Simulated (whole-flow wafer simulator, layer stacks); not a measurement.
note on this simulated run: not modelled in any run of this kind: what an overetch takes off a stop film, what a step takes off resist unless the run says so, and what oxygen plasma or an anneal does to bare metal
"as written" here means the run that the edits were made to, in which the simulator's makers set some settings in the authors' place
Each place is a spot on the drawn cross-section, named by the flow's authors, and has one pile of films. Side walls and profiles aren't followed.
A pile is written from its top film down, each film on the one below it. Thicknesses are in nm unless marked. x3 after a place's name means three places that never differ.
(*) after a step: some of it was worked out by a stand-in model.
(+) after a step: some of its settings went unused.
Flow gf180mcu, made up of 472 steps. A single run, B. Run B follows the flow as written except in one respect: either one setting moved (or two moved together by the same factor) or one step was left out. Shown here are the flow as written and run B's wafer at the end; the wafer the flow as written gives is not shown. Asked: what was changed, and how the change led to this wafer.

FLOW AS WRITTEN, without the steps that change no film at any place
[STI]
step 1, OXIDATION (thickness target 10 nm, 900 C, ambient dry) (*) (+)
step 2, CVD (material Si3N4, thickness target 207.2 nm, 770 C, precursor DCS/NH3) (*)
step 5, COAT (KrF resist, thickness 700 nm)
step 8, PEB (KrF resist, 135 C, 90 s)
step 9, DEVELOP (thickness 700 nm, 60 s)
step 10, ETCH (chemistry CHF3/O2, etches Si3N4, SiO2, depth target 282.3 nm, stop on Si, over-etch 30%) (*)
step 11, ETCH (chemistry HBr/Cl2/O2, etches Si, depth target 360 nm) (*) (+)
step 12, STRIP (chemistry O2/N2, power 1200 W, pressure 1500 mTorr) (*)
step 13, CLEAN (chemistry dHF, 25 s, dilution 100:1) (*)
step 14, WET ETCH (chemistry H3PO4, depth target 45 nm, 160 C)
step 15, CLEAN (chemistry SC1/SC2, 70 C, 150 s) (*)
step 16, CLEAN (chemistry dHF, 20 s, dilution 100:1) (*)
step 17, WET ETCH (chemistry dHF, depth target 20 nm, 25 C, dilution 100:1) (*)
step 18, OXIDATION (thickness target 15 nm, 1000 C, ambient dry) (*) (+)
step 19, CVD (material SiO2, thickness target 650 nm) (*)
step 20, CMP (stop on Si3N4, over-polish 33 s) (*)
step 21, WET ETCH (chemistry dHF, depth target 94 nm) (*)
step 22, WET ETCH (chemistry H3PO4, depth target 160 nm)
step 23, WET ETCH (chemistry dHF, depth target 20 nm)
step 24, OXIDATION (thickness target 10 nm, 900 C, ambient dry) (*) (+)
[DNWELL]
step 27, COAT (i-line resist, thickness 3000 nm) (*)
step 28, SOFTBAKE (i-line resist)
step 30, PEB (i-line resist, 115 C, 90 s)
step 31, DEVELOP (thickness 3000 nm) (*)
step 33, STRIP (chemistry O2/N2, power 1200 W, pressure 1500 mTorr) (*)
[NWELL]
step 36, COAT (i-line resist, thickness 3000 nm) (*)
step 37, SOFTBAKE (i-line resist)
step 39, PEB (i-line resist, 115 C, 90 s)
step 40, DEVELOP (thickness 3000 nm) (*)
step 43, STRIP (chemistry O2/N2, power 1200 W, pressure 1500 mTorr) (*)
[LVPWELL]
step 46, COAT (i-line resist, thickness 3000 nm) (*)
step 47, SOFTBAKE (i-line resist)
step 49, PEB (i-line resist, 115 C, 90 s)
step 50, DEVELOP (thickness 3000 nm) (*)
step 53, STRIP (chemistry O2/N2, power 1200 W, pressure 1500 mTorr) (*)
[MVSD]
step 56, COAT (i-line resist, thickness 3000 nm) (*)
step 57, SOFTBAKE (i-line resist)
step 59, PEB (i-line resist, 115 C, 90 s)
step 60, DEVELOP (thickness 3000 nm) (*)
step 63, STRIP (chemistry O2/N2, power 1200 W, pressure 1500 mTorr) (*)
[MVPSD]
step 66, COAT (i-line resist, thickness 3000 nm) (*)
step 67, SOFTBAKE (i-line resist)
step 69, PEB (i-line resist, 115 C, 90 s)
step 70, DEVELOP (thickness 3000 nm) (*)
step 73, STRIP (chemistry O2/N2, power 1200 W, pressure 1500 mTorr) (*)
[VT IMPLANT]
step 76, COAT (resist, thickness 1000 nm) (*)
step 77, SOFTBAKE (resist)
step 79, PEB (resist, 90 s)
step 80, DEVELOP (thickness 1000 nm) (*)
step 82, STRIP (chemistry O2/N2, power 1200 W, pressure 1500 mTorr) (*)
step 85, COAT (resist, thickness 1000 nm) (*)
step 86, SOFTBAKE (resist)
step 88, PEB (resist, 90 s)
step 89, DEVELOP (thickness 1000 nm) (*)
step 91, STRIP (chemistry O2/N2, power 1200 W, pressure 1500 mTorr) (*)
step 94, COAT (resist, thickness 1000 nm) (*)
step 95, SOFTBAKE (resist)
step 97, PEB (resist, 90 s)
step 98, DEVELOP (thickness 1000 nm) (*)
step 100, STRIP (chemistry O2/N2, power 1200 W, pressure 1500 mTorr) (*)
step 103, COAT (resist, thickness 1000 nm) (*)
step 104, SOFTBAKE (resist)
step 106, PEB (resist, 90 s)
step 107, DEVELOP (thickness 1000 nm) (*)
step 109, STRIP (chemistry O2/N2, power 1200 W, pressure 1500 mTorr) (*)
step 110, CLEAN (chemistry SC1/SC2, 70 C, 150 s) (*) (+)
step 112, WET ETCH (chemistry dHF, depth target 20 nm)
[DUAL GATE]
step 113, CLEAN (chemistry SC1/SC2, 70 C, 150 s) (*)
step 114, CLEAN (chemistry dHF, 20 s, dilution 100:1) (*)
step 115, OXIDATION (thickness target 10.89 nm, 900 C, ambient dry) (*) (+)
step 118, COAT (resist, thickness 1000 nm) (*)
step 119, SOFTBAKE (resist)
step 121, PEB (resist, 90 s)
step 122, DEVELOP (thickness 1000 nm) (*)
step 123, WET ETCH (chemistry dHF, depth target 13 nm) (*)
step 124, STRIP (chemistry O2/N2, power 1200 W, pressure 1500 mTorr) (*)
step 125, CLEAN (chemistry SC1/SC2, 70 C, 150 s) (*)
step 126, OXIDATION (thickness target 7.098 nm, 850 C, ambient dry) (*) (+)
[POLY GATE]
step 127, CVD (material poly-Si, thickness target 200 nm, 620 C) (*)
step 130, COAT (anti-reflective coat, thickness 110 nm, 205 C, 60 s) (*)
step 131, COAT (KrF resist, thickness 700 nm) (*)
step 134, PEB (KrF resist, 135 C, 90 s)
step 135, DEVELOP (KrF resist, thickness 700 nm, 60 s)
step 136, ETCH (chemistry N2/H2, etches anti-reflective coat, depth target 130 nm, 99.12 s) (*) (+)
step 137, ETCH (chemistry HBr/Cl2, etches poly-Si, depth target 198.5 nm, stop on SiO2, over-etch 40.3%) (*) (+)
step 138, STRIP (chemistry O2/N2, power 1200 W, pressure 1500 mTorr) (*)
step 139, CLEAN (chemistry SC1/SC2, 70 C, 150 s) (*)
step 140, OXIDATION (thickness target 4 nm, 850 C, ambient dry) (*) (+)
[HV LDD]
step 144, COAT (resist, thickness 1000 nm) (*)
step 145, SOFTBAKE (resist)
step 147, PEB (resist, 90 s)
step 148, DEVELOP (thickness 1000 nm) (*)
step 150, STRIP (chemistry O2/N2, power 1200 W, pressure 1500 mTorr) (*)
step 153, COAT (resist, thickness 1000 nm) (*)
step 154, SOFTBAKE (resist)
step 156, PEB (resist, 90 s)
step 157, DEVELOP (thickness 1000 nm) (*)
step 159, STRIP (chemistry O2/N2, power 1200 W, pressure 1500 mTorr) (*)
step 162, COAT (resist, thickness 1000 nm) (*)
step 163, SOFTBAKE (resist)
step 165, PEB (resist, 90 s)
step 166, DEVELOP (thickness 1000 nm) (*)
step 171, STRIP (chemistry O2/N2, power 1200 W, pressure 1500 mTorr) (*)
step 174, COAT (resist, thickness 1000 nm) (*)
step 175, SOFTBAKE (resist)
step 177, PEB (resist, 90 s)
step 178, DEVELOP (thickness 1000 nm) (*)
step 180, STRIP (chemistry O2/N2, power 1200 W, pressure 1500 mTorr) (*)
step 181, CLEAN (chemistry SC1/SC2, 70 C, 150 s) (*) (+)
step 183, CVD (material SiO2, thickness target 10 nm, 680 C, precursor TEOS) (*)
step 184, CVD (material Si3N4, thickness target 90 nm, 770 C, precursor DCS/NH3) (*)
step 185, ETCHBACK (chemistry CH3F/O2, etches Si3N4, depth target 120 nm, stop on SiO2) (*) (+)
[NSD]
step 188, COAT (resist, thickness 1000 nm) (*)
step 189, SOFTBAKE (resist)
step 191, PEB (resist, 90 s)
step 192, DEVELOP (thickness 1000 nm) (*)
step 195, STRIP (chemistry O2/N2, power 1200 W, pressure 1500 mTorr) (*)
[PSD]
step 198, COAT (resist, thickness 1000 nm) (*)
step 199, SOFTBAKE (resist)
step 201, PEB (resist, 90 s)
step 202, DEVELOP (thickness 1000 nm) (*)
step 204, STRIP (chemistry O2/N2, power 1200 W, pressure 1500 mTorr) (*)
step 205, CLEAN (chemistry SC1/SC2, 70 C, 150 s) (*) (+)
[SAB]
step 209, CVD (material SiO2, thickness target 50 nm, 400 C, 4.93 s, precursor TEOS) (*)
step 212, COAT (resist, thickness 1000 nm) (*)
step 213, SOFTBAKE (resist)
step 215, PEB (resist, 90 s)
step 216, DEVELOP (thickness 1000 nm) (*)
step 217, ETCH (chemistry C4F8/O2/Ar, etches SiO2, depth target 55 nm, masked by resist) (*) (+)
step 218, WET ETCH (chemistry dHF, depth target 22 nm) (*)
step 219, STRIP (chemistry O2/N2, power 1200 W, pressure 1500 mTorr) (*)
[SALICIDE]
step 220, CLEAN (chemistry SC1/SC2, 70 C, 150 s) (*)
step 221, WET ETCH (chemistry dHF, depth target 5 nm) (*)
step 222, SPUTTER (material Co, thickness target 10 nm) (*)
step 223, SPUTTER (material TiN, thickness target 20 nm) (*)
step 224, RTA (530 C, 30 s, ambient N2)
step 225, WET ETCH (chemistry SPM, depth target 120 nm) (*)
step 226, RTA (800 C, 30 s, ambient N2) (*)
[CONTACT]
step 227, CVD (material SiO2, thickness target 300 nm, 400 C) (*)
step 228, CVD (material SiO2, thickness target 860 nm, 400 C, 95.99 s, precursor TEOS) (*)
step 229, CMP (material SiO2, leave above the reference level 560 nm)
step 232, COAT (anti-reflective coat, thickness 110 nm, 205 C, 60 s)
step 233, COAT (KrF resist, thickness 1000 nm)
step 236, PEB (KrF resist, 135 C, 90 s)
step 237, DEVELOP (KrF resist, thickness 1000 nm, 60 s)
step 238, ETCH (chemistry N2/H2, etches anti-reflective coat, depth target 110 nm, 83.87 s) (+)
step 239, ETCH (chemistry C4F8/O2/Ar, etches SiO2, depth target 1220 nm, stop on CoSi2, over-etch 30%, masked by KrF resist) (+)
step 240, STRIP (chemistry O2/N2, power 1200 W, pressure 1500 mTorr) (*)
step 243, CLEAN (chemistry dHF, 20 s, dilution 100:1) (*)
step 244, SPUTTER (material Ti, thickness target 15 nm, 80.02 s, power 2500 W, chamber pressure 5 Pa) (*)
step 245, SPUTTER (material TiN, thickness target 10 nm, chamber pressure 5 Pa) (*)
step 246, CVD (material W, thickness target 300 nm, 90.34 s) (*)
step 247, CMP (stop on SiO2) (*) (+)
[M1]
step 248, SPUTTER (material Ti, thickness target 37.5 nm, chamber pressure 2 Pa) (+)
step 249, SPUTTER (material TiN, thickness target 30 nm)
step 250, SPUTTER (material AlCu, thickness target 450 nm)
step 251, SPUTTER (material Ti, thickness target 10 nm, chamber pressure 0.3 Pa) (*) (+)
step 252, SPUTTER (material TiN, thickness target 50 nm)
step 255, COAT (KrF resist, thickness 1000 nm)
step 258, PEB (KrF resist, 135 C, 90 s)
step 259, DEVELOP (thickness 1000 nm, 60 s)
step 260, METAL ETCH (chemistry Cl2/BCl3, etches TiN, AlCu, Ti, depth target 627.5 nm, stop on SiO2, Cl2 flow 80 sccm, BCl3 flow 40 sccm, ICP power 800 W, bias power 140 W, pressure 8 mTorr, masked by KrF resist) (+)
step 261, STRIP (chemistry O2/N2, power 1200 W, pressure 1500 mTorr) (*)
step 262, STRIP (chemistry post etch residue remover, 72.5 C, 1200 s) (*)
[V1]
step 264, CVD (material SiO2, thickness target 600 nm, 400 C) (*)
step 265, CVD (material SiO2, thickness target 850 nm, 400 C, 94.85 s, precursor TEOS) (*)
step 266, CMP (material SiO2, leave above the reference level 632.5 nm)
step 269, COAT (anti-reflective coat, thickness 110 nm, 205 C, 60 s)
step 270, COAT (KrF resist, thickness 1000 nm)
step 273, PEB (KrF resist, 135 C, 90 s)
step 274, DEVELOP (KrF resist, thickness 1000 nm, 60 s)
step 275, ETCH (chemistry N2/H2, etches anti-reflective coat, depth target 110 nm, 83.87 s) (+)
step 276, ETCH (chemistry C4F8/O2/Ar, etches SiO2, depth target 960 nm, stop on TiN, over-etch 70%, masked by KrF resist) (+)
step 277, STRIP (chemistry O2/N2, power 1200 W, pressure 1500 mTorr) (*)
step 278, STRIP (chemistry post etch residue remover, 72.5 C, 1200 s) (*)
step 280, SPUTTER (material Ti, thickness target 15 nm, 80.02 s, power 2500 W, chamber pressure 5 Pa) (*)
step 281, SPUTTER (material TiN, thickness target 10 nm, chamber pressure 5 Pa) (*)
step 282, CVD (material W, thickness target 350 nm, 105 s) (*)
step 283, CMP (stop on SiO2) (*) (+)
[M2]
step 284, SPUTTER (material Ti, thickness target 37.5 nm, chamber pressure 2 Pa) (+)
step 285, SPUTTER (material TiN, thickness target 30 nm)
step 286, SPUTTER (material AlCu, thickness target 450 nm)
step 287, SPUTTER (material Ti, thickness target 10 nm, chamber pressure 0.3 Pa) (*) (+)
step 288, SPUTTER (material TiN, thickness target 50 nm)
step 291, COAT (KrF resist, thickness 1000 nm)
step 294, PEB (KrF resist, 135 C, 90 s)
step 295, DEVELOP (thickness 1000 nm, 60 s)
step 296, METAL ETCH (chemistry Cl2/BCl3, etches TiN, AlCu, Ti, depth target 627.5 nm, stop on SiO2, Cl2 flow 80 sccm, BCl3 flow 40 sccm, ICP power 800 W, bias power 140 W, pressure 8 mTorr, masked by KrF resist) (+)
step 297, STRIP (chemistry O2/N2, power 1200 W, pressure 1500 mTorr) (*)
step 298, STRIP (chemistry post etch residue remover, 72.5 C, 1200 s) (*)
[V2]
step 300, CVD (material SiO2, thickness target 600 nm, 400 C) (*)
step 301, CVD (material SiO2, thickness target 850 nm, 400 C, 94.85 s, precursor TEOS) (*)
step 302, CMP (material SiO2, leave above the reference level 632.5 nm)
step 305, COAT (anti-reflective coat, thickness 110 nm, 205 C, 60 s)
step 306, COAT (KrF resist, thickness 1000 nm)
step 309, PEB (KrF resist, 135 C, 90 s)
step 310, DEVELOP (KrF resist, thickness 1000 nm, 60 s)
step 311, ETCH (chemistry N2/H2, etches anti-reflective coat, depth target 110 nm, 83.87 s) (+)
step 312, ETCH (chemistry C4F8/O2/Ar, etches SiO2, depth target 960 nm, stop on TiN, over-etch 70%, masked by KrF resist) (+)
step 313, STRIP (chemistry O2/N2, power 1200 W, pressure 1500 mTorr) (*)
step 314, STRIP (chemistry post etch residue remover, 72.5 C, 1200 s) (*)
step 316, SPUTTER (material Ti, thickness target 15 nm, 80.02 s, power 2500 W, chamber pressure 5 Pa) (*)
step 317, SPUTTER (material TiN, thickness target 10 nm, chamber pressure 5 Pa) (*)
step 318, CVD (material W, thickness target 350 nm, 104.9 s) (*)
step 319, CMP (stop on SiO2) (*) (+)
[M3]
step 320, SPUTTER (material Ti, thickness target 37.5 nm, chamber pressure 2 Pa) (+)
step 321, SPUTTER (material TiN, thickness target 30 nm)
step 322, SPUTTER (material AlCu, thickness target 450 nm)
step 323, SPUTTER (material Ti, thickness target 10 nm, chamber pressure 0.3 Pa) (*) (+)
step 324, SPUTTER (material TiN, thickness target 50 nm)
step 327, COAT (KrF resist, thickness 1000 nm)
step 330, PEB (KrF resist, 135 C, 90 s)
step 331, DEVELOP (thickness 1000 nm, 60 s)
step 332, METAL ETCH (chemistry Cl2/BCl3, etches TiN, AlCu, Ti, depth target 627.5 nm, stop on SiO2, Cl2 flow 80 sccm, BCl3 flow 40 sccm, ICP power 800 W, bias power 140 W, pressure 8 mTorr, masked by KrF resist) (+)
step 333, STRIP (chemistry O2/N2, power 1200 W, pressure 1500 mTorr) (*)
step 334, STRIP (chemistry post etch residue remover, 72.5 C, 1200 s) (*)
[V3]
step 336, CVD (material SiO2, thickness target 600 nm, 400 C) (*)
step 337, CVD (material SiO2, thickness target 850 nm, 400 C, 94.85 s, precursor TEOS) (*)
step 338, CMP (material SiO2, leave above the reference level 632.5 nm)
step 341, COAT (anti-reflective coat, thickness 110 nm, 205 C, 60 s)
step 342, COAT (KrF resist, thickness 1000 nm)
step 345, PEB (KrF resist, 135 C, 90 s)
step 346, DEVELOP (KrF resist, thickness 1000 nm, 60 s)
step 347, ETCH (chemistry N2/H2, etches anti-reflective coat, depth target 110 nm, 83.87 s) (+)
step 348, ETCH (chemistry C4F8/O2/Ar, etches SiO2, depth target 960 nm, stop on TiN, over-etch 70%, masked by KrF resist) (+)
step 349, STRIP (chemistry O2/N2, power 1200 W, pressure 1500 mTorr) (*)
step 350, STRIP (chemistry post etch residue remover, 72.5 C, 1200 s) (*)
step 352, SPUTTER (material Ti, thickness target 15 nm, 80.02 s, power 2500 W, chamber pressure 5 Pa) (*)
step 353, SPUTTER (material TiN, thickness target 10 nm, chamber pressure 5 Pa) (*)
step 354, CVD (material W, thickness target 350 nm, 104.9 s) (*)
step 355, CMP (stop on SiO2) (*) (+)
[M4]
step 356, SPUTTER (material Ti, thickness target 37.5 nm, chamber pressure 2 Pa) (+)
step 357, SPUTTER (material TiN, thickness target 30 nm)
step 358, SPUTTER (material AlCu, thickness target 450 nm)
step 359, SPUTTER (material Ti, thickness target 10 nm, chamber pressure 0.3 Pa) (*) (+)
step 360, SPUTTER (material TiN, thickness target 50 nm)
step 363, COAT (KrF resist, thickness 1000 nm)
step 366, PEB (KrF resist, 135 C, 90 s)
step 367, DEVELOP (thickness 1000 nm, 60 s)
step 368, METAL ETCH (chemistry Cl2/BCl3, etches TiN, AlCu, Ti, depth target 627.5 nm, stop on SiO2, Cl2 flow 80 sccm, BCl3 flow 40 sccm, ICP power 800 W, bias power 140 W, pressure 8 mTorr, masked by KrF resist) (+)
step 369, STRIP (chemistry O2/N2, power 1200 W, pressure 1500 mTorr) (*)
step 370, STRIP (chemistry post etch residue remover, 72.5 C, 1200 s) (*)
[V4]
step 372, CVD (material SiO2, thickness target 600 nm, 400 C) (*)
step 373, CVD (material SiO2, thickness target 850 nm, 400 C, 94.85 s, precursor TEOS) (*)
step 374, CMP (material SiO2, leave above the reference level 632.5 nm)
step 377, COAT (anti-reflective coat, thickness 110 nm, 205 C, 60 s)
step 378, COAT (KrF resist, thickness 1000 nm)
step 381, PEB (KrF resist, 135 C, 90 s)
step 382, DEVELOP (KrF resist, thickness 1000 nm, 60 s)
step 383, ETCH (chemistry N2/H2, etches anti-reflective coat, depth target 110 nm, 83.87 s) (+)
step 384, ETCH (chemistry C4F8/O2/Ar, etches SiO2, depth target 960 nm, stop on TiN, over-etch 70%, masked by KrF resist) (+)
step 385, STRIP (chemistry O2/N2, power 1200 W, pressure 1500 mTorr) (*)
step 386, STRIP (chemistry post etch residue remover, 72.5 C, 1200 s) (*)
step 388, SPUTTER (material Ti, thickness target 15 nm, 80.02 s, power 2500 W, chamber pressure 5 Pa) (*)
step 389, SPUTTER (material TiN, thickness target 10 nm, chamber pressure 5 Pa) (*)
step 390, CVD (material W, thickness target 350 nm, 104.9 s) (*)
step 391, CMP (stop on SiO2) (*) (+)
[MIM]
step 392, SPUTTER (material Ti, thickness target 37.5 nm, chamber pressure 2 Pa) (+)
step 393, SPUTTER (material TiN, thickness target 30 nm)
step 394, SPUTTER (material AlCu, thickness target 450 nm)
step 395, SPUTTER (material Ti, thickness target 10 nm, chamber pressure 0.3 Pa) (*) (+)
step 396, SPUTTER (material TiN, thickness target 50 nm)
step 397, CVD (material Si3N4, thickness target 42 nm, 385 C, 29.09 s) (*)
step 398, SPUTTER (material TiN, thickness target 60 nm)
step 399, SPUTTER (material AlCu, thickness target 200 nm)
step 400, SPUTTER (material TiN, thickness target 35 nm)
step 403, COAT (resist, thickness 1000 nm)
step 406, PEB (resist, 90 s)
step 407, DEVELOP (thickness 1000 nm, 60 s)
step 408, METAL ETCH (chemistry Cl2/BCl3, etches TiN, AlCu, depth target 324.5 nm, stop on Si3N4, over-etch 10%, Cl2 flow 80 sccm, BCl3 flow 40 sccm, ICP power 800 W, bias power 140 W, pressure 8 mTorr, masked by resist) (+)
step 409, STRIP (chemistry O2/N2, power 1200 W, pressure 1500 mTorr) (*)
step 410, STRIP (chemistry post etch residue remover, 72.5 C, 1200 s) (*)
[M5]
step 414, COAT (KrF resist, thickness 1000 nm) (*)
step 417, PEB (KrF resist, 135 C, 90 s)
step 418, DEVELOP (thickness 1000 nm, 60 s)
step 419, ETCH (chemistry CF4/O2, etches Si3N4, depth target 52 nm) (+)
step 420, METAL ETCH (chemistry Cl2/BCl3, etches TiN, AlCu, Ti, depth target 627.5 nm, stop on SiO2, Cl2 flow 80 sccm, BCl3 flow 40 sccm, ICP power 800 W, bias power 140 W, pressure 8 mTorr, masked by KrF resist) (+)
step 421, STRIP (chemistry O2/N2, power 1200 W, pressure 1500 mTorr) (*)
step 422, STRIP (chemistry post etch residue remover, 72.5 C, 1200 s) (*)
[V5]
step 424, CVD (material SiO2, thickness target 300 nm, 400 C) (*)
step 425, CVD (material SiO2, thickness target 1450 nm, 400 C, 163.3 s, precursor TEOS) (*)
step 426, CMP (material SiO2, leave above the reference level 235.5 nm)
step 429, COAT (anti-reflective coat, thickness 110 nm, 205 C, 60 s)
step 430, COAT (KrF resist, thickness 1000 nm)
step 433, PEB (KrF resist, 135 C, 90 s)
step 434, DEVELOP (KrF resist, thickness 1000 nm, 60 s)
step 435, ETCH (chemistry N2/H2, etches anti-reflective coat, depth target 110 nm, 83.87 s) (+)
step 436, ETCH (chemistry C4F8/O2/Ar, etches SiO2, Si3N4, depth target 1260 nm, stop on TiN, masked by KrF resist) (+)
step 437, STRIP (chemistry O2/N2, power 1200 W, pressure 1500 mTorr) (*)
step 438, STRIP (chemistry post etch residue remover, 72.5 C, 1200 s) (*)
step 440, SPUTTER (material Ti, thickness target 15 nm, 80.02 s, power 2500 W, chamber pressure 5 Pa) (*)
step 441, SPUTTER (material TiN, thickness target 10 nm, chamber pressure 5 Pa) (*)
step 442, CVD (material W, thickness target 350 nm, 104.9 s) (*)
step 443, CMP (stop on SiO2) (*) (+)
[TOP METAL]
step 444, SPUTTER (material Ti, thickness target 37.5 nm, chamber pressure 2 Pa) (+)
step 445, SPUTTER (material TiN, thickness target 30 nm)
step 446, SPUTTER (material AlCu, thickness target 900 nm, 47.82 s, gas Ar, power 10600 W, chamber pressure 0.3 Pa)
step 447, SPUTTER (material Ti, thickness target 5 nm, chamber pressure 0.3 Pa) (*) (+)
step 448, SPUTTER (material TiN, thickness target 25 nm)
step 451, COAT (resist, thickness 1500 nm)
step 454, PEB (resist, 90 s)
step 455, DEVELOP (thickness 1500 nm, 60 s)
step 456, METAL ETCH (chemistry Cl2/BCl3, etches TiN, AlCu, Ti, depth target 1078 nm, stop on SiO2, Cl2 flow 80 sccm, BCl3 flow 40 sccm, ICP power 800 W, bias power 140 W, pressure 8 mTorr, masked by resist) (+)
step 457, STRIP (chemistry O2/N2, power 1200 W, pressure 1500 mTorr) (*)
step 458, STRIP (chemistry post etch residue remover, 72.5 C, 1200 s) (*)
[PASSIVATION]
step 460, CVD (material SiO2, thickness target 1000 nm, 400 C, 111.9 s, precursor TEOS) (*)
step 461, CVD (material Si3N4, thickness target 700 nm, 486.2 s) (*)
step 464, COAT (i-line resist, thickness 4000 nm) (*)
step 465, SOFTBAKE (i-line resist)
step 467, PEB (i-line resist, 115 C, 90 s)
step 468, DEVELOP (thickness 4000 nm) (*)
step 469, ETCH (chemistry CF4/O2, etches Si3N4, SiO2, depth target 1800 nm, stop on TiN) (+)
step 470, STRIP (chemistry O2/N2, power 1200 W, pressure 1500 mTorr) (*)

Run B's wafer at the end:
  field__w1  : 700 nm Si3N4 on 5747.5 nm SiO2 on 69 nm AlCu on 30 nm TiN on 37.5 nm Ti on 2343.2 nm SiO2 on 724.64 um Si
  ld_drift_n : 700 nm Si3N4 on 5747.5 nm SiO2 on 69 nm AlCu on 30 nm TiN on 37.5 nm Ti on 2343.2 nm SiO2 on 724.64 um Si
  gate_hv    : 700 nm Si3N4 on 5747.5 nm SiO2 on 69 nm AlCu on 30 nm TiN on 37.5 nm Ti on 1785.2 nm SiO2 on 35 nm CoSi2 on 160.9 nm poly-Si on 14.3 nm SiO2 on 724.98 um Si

Cause: step 296, METAL ETCH: depth target 435.3 nm was run, while the flow as written has depth target 627.5 nm.

The path from the change to this, step by step:
  step 296, METAL ETCH (chemistry Cl2/BCl3, etches TiN, AlCu, Ti, depth target 627.5 nm, stop on SiO2, Cl2 flow 80 sccm, BCl3 flow 40 sccm, ICP power 800 W, bias power 140 W, pressure 8 mTorr, masked by KrF resist) (+)
      field, field__w1, field__w2 and 103 more: TiN loses 50 (all of it), Ti loses 10 (all of it), AlCu loses 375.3 (it would be, as written: TiN loses 50 (all of it), Ti loses 10 (all of it), AlCu loses 450 (all of it), TiN loses 30 (all of it), Ti loses 37.5 (all of it))
      field__w8, contact, m1, m1__w1, m1_nw: KrF resist loses 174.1 (it would be, as written: KrF resist loses 251)
  step 297, STRIP (chemistry O2/N2, power 1200 W, pressure 1500 mTorr) (*)
      field__w8, contact, m1, m1__w1, m1_nw: KrF resist loses 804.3 (all of it) (it would be, as written: KrF resist loses 727.4 (all of it))
  step 298, STRIP (chemistry post etch residue remover, 72.5 C, 1200 s) (*)
      field, field__w1, field__w2 and 103 more: AlCu loses 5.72 (it would be, as written: nothing)
  step 300, CVD (material SiO2, thickness target 600 nm, 400 C) (*)
      field, field__w1, field__w2 and 103 more: SiO2 gains 600 (new film) (it would be, as written: SiO2 gains 600)
  step 302, CMP (material SiO2, leave above the reference level 632.5 nm)
      field, field__w1, field__w2 and 103 more: SiO2 loses 436.5 (it would be, as written: SiO2 loses 300)
With metal films that touch counted as one body, field__w1 has 1 body; the flow as written gives 0 bodies.
With metal films that touch counted as one body, ld_drift_n has 1 body; the flow as written gives 0 bodies.
With metal films that touch counted as one body, gate_hv has 2 bodies (between them, from the top down: SiO2 1785.2); the flow as written gives 1 body.
